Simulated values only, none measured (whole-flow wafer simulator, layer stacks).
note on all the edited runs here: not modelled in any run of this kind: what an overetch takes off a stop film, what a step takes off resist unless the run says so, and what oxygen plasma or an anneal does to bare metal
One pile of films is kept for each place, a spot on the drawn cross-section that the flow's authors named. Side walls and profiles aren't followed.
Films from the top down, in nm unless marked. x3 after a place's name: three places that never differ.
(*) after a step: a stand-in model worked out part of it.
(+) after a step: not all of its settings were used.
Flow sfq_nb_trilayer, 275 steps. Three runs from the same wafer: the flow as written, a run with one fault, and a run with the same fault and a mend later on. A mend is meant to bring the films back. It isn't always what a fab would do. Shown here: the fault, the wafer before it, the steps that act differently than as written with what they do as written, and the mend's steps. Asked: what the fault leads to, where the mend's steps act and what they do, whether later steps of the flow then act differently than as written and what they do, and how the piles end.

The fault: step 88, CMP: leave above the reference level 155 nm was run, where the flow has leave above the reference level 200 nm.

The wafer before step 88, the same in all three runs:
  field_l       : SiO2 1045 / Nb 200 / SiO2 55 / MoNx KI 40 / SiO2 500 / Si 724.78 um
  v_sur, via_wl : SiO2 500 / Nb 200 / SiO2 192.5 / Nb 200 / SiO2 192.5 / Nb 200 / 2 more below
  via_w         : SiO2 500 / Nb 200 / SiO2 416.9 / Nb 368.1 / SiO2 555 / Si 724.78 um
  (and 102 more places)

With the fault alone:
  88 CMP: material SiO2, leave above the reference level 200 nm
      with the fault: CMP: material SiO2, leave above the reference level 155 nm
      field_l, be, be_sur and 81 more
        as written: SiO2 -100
        with the fault: SiO2 -145
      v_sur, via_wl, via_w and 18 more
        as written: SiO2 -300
        with the fault: SiO2 -345
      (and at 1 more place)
  Later steps of the flow that act differently than as written (4 more steps differ only slightly, by at most 2% or 0.5 nm, whichever is larger, and aren't shown):
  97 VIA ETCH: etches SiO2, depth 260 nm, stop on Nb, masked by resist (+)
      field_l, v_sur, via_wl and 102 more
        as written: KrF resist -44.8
        with the fault: KrF resist -40
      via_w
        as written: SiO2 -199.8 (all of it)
        with the fault: SiO2 -154.8 (all of it)
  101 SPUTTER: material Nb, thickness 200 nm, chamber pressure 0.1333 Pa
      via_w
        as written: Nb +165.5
        with the fault: Nb +175.4
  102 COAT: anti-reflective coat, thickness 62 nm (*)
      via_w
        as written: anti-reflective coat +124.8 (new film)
        with the fault: anti-reflective coat +113.5 (new film)
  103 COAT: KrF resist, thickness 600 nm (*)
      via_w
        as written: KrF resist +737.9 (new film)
        with the fault: KrF resist +701.2 (new film)
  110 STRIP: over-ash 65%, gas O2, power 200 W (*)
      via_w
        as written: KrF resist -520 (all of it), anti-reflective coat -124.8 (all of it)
        with the fault: KrF resist -483.3 (all of it), anti-reflective coat -113.5 (all of it)
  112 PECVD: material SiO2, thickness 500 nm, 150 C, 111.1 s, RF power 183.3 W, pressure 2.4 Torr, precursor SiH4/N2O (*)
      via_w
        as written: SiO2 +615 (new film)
        with the fault: SiO2 +535.6 (new film)
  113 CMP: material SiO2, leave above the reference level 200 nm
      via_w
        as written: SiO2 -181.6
        with the fault: SiO2 -157.1
  At the end the piles differ from the flow's by more than 2% or 0.5 nm, whichever is larger, at v_sur, via_wl, via_w and 78 more.
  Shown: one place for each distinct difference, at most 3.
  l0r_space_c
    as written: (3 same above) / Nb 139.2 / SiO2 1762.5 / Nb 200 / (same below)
    with the fault: (3 same above) / Nb 139.2 / SiO2 1717.5 / Nb 200 / (same below)
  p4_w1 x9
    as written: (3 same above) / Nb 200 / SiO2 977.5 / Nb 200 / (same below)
    with the fault: (3 same above) / Nb 200 / SiO2 932.5 / Nb 200 / (same below)
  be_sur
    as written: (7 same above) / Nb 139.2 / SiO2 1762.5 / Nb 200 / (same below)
    with the fault: (7 same above) / Nb 139.2 / SiO2 1717.5 / Nb 200 / (same below)

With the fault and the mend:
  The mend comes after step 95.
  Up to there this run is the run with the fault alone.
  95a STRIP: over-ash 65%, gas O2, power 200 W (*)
      field_l, v_sur, via_wl and 102 more
        KrF resist -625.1 (all of it), anti-reflective coat -62 (all of it)
      via_w
        anti-reflective coat -62 (all of it)
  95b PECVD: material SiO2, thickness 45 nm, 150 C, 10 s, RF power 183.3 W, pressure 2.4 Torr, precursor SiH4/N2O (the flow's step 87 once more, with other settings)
      field_l, v_sur, via_wl and 103 more
        SiO2 +45
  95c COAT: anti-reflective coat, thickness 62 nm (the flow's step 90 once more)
      field_l, v_sur, via_wl and 103 more
        anti-reflective coat +62 (new film)
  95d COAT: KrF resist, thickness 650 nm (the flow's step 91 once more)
      field_l, v_sur, via_wl and 103 more
        KrF resist +650 (new film)
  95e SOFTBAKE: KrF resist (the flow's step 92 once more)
      changes no film at any place that is followed
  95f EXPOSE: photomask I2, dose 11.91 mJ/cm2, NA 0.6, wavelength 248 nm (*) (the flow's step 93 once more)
      changes no film at any place that is followed
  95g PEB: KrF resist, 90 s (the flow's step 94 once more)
      field_l, v_sur, via_wl and 103 more
        KrF resist -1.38
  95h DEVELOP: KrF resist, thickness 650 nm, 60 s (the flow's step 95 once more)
      field_l, v_sur, via_wl and 102 more
        KrF resist -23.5
      via_w
        KrF resist -648.6 (all of it)
  No later step of the flow acts differently than as written, at any place that is followed, by more than 2% or 0.5 nm, whichever is larger.
  At the end the piles are the same as the flow's at every place that both follow.
